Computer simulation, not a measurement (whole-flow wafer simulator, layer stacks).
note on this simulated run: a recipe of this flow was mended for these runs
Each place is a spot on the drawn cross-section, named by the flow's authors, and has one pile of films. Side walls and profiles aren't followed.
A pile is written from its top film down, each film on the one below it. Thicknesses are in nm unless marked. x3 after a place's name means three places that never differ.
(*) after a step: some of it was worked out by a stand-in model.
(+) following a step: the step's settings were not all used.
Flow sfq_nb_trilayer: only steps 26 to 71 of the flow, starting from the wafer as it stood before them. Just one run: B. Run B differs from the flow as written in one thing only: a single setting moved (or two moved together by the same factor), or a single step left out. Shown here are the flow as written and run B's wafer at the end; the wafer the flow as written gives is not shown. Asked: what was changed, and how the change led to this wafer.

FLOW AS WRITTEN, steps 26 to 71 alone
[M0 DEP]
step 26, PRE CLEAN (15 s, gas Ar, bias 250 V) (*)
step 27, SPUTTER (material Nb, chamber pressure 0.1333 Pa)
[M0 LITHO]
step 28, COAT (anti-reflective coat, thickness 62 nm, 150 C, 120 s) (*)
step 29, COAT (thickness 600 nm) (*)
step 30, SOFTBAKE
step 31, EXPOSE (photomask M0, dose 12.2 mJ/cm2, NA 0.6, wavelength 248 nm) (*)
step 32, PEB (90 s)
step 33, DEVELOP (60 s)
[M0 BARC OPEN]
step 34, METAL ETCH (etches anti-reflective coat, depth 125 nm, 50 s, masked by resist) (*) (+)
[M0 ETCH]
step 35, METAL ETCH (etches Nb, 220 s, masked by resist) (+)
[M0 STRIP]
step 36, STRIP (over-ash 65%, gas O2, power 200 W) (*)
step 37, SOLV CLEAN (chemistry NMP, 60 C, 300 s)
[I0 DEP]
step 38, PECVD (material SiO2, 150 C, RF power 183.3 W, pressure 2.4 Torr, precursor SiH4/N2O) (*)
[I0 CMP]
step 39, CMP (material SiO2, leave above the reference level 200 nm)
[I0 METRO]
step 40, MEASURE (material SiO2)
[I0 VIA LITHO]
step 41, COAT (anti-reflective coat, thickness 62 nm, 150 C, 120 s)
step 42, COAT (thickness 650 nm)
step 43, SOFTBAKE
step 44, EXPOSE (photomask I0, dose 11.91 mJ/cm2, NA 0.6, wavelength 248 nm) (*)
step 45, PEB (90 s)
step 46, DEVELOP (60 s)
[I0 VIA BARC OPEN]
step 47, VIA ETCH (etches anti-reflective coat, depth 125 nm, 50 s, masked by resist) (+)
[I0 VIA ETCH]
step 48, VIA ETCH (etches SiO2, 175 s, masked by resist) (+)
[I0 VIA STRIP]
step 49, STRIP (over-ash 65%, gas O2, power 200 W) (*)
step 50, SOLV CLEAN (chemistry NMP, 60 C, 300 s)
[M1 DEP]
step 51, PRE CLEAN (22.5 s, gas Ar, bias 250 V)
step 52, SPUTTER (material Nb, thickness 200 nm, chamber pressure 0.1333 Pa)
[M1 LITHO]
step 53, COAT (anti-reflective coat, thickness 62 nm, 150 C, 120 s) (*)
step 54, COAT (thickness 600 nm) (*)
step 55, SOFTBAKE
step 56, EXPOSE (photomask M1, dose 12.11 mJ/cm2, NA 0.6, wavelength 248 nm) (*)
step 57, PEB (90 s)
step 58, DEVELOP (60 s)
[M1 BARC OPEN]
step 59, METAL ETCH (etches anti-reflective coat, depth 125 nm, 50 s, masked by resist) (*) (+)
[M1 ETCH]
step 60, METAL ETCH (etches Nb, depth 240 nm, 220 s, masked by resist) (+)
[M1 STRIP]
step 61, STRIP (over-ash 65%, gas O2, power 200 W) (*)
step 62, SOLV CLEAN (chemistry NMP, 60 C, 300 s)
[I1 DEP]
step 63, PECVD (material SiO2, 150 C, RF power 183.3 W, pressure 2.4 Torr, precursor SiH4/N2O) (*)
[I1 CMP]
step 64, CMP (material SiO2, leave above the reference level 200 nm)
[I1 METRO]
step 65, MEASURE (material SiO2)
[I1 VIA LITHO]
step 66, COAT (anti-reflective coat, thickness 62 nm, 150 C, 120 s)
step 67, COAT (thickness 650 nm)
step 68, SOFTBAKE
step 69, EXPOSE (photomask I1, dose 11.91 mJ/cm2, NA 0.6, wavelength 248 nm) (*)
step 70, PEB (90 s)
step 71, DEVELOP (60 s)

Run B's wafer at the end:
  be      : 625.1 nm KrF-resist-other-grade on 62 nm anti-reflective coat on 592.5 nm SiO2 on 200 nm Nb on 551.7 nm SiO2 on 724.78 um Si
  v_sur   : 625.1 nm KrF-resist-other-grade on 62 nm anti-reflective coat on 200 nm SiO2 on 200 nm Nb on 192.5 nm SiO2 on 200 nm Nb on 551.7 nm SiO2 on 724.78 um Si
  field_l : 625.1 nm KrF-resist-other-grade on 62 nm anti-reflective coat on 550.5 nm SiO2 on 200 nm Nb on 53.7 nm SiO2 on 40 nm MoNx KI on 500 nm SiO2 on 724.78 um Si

The reason: step 26, PRE CLEAN: 18.9 s was run, whereas the flow has 15 s.

The path from the change to this, step by step:
  step 26, PRE CLEAN (15 s, gas Ar, bias 250 V) (*)
      field_l, v_sur, via_wl and 102 more: -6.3 SiO2 (it would be, as written: -5 SiO2)
      l0v: -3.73 MoNx KI (it would be, as written: -2.91 MoNx KI)
